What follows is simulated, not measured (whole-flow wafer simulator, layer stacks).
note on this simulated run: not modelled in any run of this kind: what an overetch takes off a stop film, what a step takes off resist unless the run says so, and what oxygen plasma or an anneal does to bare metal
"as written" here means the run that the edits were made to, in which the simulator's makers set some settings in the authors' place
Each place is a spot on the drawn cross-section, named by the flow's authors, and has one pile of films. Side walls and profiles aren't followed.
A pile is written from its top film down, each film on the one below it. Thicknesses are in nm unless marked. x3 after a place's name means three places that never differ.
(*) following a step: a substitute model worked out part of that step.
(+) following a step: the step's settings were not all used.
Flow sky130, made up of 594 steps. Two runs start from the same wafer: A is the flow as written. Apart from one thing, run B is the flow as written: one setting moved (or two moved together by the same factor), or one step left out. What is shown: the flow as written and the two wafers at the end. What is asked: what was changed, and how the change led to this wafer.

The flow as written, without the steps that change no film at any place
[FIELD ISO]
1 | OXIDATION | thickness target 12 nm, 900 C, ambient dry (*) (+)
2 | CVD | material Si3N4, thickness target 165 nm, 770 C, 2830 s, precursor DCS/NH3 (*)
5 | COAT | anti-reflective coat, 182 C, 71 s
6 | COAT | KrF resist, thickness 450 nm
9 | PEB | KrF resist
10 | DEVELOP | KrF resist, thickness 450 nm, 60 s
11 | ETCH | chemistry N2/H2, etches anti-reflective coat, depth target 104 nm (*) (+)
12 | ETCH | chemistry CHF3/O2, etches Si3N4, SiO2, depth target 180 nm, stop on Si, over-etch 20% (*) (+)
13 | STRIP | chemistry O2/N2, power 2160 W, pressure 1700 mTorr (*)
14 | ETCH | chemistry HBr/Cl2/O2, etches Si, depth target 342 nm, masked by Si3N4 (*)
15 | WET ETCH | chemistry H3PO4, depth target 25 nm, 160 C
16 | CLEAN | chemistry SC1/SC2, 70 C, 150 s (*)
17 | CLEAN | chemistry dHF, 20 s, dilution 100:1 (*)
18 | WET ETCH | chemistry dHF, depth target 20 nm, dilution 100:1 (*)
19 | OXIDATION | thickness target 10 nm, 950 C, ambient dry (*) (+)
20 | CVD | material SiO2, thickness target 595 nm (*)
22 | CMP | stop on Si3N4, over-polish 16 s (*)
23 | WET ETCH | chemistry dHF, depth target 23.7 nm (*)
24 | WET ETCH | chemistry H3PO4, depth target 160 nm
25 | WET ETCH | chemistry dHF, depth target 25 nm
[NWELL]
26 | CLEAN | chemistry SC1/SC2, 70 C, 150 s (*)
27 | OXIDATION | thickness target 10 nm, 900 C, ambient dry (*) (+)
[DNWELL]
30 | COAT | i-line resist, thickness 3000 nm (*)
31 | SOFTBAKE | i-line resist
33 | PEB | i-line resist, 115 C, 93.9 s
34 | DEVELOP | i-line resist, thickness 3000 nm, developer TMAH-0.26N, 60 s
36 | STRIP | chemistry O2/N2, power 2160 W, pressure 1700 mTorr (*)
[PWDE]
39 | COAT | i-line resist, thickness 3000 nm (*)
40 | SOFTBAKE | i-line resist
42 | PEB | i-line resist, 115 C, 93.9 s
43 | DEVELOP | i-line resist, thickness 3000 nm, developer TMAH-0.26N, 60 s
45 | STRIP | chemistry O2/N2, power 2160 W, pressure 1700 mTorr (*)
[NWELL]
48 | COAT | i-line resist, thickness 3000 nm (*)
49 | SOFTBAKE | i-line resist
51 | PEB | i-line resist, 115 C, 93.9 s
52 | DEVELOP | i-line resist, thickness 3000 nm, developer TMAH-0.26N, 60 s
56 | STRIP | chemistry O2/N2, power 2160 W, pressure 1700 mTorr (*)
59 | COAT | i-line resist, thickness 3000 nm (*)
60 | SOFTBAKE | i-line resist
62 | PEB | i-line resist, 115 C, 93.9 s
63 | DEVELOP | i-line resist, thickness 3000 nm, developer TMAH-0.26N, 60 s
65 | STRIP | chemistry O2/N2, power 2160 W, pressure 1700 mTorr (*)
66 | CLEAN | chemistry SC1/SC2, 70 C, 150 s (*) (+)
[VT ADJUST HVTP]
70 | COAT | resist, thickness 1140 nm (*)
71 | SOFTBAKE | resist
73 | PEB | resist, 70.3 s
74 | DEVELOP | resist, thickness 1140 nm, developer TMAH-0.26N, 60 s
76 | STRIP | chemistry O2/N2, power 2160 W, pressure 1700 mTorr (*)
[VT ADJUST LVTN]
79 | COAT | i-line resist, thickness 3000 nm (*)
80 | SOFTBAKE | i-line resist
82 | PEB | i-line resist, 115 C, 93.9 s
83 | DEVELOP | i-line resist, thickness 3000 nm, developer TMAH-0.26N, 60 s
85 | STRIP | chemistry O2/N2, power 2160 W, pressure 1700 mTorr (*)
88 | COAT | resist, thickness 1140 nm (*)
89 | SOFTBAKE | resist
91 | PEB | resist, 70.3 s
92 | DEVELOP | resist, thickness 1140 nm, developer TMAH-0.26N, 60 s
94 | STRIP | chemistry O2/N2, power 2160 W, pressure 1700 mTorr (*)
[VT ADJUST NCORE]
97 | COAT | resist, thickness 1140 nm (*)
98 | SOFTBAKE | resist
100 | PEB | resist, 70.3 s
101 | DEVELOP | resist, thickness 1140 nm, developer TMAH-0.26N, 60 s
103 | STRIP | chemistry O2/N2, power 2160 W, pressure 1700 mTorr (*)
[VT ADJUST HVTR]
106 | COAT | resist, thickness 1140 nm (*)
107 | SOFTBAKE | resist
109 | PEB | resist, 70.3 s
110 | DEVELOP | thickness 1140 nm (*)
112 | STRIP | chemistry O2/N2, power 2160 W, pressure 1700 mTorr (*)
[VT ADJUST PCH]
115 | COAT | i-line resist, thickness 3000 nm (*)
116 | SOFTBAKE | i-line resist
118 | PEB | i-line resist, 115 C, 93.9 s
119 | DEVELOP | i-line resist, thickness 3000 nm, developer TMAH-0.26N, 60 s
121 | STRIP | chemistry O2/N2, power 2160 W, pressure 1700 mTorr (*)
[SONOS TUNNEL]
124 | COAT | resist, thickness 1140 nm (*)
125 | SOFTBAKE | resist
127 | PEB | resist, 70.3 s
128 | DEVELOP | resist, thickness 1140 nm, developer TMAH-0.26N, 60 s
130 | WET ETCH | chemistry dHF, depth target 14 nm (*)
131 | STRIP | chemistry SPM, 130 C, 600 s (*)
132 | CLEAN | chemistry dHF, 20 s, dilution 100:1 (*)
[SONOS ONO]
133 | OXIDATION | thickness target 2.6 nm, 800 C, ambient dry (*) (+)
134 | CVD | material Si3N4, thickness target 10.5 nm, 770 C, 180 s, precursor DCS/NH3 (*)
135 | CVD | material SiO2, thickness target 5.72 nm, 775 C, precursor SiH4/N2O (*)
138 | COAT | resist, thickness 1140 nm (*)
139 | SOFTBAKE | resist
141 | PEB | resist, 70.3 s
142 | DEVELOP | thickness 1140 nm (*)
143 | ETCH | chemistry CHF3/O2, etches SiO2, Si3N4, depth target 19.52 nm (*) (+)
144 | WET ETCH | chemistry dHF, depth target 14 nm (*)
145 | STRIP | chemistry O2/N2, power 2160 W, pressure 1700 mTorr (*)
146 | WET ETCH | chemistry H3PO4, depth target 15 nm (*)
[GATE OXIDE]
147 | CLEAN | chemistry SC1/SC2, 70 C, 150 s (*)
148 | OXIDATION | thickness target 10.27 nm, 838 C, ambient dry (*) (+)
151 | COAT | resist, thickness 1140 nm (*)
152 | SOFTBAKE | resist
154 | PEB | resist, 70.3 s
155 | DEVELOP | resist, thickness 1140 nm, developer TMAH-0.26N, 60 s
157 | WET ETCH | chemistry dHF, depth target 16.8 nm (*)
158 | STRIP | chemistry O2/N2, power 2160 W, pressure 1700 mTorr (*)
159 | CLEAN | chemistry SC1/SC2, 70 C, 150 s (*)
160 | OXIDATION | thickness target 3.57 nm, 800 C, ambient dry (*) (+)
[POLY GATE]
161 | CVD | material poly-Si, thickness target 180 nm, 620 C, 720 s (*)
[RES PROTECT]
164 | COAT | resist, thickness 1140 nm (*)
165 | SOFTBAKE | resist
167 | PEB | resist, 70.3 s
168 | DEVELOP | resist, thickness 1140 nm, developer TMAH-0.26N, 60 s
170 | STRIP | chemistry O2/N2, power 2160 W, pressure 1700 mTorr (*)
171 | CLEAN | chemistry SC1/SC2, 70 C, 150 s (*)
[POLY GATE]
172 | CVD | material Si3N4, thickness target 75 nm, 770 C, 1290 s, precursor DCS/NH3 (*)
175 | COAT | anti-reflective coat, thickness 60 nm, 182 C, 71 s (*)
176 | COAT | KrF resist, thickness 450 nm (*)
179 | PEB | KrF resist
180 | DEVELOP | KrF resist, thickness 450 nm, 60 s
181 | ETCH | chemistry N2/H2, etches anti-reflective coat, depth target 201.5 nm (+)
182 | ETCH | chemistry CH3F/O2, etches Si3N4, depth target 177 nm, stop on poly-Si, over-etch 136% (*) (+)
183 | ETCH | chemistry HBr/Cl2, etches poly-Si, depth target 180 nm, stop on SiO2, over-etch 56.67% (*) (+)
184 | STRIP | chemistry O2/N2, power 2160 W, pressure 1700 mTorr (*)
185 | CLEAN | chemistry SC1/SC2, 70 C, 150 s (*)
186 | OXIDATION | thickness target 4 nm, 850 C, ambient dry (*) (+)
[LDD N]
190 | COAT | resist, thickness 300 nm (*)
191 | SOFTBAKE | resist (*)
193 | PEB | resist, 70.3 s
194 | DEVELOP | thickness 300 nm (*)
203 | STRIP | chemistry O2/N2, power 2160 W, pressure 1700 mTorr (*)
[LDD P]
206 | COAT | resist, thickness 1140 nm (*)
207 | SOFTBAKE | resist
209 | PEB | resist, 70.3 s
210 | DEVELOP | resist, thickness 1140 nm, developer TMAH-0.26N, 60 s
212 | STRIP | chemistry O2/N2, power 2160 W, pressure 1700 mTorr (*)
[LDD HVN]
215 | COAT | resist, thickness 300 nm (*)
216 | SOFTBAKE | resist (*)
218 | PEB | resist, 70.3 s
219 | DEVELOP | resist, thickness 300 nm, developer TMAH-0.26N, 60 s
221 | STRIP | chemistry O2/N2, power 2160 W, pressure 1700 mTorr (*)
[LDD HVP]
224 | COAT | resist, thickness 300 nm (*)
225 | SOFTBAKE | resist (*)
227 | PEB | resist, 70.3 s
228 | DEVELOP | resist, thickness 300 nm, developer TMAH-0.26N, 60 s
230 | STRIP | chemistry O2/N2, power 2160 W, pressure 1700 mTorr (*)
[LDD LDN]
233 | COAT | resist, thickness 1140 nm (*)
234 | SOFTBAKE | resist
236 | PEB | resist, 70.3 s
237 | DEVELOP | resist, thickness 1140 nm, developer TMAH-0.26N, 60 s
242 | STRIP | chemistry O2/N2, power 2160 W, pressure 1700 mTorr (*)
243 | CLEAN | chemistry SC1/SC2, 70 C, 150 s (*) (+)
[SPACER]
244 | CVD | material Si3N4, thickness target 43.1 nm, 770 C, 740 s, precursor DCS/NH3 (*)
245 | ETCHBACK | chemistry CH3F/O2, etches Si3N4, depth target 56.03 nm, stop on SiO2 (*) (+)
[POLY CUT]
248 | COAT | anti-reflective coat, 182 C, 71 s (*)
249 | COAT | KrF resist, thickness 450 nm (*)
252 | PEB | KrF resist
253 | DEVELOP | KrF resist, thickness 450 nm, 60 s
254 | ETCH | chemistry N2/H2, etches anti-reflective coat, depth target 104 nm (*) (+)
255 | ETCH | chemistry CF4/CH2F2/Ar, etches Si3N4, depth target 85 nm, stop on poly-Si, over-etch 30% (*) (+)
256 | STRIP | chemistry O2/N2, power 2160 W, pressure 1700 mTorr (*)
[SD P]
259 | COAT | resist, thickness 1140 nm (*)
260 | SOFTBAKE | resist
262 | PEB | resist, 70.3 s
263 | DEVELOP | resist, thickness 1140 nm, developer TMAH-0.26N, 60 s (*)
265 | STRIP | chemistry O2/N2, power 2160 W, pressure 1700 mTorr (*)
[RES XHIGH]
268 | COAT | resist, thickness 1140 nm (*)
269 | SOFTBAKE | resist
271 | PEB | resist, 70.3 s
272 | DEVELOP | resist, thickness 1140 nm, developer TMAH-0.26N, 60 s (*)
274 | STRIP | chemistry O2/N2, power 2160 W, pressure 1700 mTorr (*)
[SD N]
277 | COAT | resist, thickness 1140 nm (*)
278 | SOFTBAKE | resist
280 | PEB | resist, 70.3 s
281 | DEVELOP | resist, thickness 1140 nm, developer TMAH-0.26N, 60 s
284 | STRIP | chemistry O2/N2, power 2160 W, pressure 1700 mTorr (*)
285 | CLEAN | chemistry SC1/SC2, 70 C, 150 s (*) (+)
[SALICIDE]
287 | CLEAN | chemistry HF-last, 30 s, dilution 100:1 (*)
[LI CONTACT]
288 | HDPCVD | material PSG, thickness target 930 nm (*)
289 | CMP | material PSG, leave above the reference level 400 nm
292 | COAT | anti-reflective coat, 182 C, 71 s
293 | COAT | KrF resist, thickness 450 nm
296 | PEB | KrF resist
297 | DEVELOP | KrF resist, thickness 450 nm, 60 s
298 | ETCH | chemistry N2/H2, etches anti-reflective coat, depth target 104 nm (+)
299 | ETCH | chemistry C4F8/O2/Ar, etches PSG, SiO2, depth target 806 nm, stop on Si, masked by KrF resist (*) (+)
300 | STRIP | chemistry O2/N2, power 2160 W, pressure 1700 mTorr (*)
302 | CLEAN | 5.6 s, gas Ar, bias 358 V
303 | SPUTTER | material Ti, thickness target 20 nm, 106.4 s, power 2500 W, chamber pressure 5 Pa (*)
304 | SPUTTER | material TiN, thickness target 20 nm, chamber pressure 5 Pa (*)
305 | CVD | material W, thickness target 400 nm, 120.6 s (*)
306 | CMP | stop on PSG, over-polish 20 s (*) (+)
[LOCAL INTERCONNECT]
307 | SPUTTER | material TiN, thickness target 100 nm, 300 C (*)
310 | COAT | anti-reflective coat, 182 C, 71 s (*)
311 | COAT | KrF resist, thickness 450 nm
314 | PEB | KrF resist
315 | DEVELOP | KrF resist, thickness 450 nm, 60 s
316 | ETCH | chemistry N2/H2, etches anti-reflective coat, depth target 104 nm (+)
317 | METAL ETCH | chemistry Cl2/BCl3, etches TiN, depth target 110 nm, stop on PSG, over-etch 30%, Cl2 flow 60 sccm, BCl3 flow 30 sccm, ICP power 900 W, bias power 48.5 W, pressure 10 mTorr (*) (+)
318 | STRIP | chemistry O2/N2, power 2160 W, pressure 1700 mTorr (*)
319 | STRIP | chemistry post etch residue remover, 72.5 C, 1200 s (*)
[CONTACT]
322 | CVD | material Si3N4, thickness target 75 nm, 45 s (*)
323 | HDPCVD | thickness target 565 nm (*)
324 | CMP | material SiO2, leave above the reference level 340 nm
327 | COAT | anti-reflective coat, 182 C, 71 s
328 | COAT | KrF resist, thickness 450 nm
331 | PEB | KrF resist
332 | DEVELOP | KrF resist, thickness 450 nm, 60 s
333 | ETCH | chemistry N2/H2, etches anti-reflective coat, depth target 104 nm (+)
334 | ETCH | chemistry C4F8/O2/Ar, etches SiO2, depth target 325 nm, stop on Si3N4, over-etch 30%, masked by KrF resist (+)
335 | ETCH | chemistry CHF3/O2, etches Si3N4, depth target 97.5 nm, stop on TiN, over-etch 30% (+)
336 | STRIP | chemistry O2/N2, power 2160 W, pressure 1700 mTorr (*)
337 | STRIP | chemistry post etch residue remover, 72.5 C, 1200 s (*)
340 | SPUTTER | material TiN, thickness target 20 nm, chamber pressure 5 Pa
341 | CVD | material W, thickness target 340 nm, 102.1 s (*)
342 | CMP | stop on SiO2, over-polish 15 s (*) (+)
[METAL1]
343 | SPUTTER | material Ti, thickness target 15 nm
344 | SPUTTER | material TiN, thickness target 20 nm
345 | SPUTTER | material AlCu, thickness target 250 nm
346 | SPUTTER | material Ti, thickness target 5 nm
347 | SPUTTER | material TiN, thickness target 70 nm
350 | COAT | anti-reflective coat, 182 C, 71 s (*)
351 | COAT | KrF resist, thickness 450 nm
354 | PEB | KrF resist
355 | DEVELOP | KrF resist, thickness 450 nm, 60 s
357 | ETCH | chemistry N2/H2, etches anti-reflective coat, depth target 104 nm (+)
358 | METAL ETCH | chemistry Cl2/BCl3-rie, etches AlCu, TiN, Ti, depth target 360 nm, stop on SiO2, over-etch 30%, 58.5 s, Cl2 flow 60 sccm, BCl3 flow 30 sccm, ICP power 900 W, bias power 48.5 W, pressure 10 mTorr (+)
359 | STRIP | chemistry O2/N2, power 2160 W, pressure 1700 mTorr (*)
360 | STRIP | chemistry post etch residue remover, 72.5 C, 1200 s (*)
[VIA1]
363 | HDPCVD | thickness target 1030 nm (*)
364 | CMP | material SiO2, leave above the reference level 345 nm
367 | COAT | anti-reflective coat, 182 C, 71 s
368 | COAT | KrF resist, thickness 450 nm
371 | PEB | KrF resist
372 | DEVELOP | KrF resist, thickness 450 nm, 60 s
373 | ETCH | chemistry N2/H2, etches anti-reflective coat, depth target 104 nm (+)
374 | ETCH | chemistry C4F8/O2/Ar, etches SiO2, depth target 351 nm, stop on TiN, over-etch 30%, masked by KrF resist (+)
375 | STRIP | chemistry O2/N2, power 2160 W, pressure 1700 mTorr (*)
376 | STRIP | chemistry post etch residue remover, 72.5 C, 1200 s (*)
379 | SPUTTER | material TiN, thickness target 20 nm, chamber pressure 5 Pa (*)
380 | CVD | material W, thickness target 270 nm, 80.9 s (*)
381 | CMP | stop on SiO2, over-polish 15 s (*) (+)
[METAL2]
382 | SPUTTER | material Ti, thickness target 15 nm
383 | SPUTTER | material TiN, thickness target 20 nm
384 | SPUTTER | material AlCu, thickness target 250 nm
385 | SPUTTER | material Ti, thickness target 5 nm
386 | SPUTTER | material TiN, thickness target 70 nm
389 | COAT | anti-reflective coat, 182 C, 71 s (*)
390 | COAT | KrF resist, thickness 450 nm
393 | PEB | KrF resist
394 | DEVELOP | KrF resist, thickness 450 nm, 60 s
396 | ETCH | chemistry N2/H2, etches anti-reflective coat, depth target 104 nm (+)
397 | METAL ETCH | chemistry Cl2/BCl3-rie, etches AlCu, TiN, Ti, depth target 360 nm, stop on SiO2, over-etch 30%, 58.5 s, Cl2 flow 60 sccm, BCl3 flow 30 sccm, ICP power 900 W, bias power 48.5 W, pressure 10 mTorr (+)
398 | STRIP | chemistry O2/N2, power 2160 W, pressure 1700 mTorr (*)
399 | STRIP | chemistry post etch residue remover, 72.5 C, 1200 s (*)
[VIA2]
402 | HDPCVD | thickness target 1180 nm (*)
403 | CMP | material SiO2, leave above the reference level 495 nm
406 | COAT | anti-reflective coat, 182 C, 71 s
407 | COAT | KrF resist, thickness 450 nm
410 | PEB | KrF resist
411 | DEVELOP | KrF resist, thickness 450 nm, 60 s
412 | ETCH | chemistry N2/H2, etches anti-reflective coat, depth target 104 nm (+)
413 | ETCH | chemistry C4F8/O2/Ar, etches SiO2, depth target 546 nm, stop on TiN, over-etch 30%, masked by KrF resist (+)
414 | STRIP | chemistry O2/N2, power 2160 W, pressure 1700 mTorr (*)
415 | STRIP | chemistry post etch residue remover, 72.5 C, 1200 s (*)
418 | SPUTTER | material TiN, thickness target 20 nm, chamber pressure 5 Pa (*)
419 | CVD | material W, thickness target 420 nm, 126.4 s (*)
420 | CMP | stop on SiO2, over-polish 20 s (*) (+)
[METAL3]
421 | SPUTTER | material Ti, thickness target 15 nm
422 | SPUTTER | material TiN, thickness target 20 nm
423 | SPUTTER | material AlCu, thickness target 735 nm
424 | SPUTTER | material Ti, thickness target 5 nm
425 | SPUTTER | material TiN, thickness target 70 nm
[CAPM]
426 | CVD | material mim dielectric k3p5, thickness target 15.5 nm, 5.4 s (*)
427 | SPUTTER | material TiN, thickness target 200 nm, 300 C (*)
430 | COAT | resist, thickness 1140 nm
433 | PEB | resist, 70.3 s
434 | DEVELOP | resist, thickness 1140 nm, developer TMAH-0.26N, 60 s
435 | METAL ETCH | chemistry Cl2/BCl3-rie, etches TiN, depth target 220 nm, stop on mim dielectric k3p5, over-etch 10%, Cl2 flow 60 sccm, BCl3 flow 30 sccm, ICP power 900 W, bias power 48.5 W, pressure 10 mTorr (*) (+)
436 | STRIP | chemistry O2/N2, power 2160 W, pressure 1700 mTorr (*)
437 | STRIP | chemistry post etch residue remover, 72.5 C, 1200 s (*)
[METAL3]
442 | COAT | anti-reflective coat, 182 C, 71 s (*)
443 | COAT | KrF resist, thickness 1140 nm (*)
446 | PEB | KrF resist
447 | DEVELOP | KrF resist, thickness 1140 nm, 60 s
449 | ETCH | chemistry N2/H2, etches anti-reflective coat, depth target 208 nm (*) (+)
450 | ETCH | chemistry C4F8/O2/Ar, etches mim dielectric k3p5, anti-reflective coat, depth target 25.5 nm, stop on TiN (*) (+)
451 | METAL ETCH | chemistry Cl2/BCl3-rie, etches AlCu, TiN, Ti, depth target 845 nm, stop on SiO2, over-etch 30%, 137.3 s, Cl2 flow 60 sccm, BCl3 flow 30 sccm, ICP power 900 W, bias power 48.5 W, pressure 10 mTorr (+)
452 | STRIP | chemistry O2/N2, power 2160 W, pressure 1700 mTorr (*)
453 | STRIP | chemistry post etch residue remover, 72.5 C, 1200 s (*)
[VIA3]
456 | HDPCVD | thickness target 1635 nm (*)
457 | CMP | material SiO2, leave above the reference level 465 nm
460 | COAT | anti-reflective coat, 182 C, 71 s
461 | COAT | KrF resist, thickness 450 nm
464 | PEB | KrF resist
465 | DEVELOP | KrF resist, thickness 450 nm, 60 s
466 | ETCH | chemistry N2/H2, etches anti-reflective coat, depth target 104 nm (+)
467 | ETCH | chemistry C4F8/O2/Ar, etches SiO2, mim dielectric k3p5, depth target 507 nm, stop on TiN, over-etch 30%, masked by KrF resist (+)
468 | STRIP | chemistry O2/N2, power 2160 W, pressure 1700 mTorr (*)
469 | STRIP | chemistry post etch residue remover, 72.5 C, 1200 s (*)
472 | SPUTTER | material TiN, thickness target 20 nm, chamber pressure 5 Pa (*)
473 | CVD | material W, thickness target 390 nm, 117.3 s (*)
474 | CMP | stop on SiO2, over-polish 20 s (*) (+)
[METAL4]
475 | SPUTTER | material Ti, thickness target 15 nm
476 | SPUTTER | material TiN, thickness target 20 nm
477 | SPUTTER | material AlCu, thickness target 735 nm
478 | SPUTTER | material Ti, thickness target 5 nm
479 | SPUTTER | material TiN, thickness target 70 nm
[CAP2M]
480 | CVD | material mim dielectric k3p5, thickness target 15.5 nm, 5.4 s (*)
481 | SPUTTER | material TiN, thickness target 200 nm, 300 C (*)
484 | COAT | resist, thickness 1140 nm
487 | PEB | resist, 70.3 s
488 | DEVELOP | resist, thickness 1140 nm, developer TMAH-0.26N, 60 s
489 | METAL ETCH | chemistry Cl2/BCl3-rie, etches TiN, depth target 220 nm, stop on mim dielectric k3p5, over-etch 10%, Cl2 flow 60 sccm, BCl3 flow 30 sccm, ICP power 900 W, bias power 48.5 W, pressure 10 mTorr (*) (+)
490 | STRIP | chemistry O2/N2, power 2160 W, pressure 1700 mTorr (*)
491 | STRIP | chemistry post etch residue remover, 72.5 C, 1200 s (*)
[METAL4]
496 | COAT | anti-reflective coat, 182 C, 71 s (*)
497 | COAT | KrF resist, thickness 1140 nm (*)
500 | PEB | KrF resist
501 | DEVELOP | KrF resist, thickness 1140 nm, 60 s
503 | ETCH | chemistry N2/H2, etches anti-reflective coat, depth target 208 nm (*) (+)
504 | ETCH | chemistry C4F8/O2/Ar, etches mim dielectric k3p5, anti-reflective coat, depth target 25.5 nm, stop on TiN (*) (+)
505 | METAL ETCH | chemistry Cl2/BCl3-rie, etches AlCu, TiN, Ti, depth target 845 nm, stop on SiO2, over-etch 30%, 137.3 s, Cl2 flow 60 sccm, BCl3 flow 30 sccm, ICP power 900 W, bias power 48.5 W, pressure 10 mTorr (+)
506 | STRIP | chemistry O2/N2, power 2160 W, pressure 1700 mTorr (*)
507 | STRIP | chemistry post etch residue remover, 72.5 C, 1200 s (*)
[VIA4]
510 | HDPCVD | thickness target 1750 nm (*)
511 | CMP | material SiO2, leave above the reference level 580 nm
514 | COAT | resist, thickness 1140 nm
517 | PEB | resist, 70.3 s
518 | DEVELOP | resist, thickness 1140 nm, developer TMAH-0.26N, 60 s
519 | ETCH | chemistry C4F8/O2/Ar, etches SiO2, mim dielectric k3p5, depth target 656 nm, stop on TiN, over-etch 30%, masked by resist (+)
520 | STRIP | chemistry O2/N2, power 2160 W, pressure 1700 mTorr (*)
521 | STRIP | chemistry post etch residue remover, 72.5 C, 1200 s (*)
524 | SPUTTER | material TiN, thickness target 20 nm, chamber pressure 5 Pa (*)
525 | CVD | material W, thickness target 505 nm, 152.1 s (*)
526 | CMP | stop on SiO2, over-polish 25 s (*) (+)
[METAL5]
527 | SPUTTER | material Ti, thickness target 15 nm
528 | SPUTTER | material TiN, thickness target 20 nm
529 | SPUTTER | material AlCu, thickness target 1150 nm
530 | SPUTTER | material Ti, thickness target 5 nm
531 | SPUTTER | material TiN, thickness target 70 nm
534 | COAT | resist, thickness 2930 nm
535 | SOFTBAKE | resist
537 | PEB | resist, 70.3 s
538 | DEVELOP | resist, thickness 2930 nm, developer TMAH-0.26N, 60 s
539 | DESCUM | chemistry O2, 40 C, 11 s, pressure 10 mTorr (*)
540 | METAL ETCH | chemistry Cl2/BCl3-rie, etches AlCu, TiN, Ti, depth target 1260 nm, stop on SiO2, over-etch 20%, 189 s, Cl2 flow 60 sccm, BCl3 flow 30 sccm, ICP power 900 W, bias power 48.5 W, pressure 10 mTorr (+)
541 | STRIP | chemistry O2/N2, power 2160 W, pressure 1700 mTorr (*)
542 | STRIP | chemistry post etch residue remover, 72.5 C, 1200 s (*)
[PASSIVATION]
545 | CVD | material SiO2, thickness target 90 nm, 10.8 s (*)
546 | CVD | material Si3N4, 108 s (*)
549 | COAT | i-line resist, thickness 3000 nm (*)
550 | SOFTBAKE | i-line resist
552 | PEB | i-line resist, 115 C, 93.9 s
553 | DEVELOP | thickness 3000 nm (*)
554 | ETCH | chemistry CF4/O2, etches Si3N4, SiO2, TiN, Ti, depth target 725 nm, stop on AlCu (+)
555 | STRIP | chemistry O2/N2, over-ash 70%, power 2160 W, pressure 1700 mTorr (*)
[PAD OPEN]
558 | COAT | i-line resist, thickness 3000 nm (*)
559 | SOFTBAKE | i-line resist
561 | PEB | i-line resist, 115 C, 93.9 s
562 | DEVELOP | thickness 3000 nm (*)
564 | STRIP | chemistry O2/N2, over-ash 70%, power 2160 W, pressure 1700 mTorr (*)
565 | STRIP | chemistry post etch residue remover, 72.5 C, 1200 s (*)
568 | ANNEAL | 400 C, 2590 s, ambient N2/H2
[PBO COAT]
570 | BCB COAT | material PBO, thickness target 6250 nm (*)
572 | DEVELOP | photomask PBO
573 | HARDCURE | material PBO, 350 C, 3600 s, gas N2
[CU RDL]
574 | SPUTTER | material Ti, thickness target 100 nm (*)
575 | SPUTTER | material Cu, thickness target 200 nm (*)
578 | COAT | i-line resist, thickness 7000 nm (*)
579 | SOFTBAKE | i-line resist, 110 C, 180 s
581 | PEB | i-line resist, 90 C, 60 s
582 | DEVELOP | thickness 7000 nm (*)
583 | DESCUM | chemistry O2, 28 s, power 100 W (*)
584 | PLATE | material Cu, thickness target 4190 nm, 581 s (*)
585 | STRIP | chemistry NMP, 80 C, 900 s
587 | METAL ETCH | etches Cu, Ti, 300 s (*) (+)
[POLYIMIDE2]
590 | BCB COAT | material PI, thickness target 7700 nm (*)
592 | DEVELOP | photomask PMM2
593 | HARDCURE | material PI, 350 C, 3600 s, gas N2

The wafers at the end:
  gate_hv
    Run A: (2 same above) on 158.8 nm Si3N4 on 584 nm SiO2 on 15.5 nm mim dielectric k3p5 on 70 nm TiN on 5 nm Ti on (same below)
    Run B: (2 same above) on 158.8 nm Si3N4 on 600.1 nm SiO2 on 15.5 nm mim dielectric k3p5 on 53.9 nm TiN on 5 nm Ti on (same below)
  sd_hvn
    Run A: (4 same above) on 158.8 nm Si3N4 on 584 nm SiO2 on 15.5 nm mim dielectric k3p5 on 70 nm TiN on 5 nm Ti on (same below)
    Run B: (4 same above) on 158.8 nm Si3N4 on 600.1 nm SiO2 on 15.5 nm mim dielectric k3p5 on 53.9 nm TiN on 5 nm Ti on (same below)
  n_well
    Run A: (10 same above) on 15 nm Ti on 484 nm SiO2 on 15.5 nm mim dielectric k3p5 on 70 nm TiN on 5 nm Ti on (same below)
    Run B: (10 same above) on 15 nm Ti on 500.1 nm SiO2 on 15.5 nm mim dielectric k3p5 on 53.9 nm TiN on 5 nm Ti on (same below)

What caused this: step 479, SPUTTER: thickness target 53.9 nm was run, though the flow has thickness target 70 nm.
The wafer itself shows it: gate_hv has TiN 53.9, and step 479 as written asks for 70 nm.

The path from the change to this, step by step:
  479 | SPUTTER | material TiN, thickness target 70 nm
      field, active, n_well and 189 more: A +70 TiN (new film) | B +53.9 TiN (new film)
  505 | METAL ETCH | chemistry Cl2/BCl3-rie, etches AlCu, TiN, Ti, depth target 845 nm, stop on SiO2, over-etch 30%, 137.3 s, Cl2 flow 60 sccm, BCl3 flow 30 sccm, ICP power 900 W, bias power 48.5 W, pressure 10 mTorr (+)
      field, gate, spacer and 68 more: A -70 TiN (all of it), -5 Ti (all of it), -735 AlCu (all of it), -20 TiN (all of it), -15 Ti (all of it), -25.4 SiO2 | B -53.9 TiN (all of it), -5 Ti (all of it), -735 AlCu (all of it), -20 TiN (all of it), -15 Ti (all of it), -27 SiO2
      active, vpp_iso1, mim_edge_plate and 14 more: A -70 TiN (all of it), -5 Ti (all of it), -735 AlCu (all of it), -20 TiN (all of it), -15 Ti (all of it), -25.3 SiO2 | B -53.9 TiN (all of it), -5 Ti (all of it), -735 AlCu (all of it), -20 TiN (all of it), -15 Ti (all of it), -27 SiO2
  519 | ETCH | chemistry C4F8/O2/Ar, etches SiO2, mim dielectric k3p5, depth target 656 nm, stop on TiN, over-etch 30%, masked by resist (+)
      m1: A -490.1 SiO2 (all of it), -15.5 mim dielectric k3p5 (all of it) | B -506.2 SiO2 (all of it), -15.5 mim dielectric k3p5 (all of it)
      via4_hole: A -489.5 SiO2 (all of it), -15.5 mim dielectric k3p5 (all of it) | B -505.6 SiO2 (all of it), -15.5 mim dielectric k3p5 (all of it)
